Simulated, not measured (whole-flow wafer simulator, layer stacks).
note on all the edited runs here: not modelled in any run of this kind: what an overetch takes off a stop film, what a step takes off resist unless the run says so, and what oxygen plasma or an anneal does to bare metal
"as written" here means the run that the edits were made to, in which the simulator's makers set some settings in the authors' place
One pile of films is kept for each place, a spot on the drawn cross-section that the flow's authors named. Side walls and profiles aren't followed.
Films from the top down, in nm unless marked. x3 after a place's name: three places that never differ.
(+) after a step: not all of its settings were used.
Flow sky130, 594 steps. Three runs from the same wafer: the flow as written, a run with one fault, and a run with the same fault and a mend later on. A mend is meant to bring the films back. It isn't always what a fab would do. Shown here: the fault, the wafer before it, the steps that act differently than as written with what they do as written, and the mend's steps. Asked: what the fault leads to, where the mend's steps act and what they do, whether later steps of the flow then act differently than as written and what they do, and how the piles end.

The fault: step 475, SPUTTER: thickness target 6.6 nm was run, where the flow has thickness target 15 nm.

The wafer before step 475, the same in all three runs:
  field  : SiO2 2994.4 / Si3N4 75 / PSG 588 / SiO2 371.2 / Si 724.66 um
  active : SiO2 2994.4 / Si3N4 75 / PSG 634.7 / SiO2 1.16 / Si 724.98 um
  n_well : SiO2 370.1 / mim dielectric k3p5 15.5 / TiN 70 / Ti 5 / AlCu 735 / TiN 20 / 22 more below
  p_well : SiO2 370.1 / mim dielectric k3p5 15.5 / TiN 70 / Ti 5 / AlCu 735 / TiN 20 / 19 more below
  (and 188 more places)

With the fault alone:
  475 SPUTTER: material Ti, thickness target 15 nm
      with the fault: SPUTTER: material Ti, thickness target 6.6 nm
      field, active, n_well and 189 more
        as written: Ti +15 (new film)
        with the fault: Ti +6.6 (new film)
  Later steps of the flow that act differently than as written (9 more steps differ only slightly, by at most 2% or 0.5 nm, whichever is larger, and aren't shown):
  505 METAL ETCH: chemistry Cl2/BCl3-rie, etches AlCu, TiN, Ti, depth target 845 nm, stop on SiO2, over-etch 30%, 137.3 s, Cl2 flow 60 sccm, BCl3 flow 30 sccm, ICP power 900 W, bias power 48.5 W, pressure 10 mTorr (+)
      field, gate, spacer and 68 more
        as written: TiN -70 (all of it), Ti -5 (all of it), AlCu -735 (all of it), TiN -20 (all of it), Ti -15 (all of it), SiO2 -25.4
        with the fault: TiN -70 (all of it), Ti -5 (all of it), AlCu -735 (all of it), TiN -20 (all of it), Ti -6.6 (all of it), SiO2 -26.2
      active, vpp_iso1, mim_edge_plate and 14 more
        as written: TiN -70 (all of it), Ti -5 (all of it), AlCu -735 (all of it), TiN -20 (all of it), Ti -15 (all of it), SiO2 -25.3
        with the fault: TiN -70 (all of it), Ti -5 (all of it), AlCu -735 (all of it), TiN -20 (all of it), Ti -6.6 (all of it), SiO2 -26.2
  At the end the piles differ from the flow's by more than 2% or 0.5 nm, whichever is larger, at n_well, p_well, gate_hv and 102 more.
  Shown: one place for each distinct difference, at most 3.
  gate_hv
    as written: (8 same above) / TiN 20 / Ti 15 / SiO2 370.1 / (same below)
    with the fault: (8 same above) / TiN 20 / Ti 6.6 / SiO2 370.1 / (same below)
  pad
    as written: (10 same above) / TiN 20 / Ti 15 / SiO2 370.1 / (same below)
    with the fault: (10 same above) / TiN 20 / Ti 6.6 / SiO2 370.1 / (same below)
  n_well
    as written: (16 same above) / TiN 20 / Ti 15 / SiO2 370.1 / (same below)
    with the fault: (16 same above) / TiN 20 / Ti 6.6 / SiO2 370.1 / (same below)

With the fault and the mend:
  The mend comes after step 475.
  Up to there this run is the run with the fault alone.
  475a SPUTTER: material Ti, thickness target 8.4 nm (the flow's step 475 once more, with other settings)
      field, active, n_well and 189 more
        Ti +8.4
  No later step of the flow acts differently than as written at any place that is followed.
  At the end the piles are the same as the flow's at every place that both follow.
